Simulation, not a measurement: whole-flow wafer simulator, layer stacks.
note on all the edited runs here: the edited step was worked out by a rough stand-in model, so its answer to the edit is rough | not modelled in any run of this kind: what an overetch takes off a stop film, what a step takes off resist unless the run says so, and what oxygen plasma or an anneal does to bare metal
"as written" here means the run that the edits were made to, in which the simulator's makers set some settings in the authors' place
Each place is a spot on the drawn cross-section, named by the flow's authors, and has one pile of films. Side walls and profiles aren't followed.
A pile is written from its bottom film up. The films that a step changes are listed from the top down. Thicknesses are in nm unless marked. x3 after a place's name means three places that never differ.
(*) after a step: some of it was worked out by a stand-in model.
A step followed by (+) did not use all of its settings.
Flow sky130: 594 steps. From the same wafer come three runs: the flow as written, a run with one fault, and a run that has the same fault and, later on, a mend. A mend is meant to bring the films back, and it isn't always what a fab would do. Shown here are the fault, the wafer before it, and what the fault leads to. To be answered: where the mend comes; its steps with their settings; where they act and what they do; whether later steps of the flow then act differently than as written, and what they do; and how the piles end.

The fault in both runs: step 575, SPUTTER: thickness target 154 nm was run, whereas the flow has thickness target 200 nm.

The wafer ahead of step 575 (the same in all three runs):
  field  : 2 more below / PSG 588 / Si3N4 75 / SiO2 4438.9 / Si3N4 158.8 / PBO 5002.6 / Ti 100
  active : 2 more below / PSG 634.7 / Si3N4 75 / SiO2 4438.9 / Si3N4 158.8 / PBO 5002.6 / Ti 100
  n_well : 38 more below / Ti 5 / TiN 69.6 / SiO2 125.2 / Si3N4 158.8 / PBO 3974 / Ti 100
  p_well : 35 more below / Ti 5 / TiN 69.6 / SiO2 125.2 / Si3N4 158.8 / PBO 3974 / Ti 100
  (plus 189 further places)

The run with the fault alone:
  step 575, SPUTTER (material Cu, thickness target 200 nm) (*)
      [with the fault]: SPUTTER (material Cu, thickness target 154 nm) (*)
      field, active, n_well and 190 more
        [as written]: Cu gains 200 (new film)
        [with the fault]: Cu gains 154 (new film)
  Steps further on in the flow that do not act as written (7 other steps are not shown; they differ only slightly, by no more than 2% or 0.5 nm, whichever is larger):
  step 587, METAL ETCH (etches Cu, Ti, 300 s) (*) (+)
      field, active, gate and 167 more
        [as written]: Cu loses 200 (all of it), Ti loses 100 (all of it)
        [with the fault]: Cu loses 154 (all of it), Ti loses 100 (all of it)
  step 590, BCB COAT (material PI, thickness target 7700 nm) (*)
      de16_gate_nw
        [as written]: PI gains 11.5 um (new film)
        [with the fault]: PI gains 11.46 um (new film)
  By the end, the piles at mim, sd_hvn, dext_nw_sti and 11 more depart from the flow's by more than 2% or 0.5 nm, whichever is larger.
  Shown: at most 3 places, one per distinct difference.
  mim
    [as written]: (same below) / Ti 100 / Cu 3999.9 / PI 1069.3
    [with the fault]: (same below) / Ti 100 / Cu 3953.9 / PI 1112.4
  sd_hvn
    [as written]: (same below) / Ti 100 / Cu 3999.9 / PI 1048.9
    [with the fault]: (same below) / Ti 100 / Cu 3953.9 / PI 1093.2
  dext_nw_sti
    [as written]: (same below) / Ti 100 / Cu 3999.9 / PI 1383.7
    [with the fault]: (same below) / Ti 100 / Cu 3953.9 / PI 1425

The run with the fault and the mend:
  The mend stands after step 575.
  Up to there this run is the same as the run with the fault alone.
  step 575a, SPUTTER (material Cu, thickness target 46 nm) (*) (the flow's step 575, run once more with other settings)
      field, active, n_well and 190 more
        Cu gains 46
  Later steps of the flow that are run all act as written at every place that is followed.
  The piles end the same as the flow's at every place that both follow.
